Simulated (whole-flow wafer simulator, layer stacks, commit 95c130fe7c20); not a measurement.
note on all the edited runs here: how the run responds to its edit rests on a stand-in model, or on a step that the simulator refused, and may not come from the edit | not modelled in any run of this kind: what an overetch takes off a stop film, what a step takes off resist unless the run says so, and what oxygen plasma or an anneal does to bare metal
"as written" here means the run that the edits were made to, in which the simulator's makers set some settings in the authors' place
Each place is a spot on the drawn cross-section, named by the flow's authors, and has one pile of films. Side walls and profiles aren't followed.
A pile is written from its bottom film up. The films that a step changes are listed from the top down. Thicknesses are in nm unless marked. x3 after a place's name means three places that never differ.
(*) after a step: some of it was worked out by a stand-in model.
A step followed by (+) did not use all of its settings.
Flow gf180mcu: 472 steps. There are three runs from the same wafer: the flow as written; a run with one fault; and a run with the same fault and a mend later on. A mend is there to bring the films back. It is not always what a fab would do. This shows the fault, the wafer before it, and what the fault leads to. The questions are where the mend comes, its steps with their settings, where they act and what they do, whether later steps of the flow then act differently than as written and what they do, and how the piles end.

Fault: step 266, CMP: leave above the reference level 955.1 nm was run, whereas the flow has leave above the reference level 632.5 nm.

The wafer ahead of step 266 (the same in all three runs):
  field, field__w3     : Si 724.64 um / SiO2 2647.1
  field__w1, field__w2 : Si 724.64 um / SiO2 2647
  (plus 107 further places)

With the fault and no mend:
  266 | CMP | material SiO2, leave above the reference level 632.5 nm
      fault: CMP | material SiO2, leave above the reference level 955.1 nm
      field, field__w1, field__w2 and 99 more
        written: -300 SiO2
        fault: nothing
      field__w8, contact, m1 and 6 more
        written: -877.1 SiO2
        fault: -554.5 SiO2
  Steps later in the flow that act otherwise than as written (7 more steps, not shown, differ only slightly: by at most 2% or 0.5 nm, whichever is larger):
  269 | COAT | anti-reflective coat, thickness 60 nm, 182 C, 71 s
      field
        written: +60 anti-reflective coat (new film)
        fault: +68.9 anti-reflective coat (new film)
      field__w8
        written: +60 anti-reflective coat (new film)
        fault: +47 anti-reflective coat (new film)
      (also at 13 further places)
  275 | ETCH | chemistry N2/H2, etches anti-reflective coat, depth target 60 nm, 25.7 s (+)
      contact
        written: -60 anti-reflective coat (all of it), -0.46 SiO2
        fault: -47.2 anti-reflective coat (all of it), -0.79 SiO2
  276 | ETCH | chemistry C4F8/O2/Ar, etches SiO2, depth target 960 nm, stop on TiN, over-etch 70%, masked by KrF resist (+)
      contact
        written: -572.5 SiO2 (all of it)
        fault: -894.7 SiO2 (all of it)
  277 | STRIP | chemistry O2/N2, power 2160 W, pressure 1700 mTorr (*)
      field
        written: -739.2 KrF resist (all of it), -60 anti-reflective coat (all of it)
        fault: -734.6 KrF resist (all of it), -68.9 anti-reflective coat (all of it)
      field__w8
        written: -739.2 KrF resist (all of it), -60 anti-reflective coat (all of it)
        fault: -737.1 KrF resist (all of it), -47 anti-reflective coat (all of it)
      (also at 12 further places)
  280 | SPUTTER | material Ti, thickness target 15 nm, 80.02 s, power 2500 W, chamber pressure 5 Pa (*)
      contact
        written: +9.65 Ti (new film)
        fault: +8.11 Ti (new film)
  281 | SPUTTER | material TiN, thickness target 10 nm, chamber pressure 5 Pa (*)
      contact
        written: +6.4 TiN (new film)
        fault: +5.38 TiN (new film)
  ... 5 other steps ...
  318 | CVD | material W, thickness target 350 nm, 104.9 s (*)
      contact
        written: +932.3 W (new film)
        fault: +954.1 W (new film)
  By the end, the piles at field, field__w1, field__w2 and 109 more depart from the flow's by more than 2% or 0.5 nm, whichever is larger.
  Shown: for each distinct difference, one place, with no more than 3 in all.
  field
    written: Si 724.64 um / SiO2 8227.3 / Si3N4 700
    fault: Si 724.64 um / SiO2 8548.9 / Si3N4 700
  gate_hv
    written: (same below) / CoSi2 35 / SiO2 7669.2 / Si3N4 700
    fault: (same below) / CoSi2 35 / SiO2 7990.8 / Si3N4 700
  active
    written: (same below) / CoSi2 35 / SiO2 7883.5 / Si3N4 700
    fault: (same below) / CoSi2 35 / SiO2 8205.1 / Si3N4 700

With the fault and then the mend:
  After step 274 comes the mend.
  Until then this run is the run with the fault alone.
  274a | STRIP | chemistry O2/N2, power 2160 W, pressure 1700 mTorr (*)
      iso_ptap_pw, iso_ntap_nw, iso_nw_fld and 33 more
        -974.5 KrF resist (all of it), -60 anti-reflective coat (all of it)
      field__w6, field__w7, field__w10 and 25 more
        -974.7 KrF resist (all of it), -60.1 anti-reflective coat (all of it)
      field__w2, field__w3, field__w12 and 10 more
        -974.8 KrF resist (all of it), -60.1 anti-reflective coat (all of it)
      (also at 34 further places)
  274b | CMP | material SiO2, leave above the reference level 632.5 nm (the flow's step 266, run once more)
      field, field__w1, field__w2 and 99 more
        -300 SiO2
      field__w8, contact, m1 and 6 more
        -322.6 SiO2
  274c | HMDS | 120 C, 60 s (the flow's step 268, run once more)
      alters no film at any place that is followed
  274d | COAT | anti-reflective coat, thickness 60 nm, 182 C, 71 s (the flow's step 269, run once more)
      field, field__w1, field__w2 and 108 more
        +60 anti-reflective coat (new film)
  274e | COAT | KrF resist, thickness 1000 nm (the flow's step 270, run once more)
      field, field__w1, field__w2 and 108 more
        +1000 KrF resist (new film)
  274f | SOFTBAKE | KrF resist (the flow's step 271, run once more)
      alters no film at any place that is followed
  274g | EXPOSE | photomask Via1 (the flow's step 272, run once more)
      alters no film at any place that is followed
  274h | PEB | KrF resist, 135 C, 90 s (the flow's step 273, run once more)
      field, field__w1, field__w2 and 108 more
        -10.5 KrF resist
  274i | DEVELOP | KrF resist, thickness 1000 nm, 60 s (the flow's step 274, run once more)
      field, field__w1, field__w2 and 107 more
        -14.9 KrF resist
      contact
        -989.5 KrF resist (all of it)
  None of the later steps of the flow acts differently than as written at any place that is followed.
  At every place that both follow, the piles at the end match the flow's.
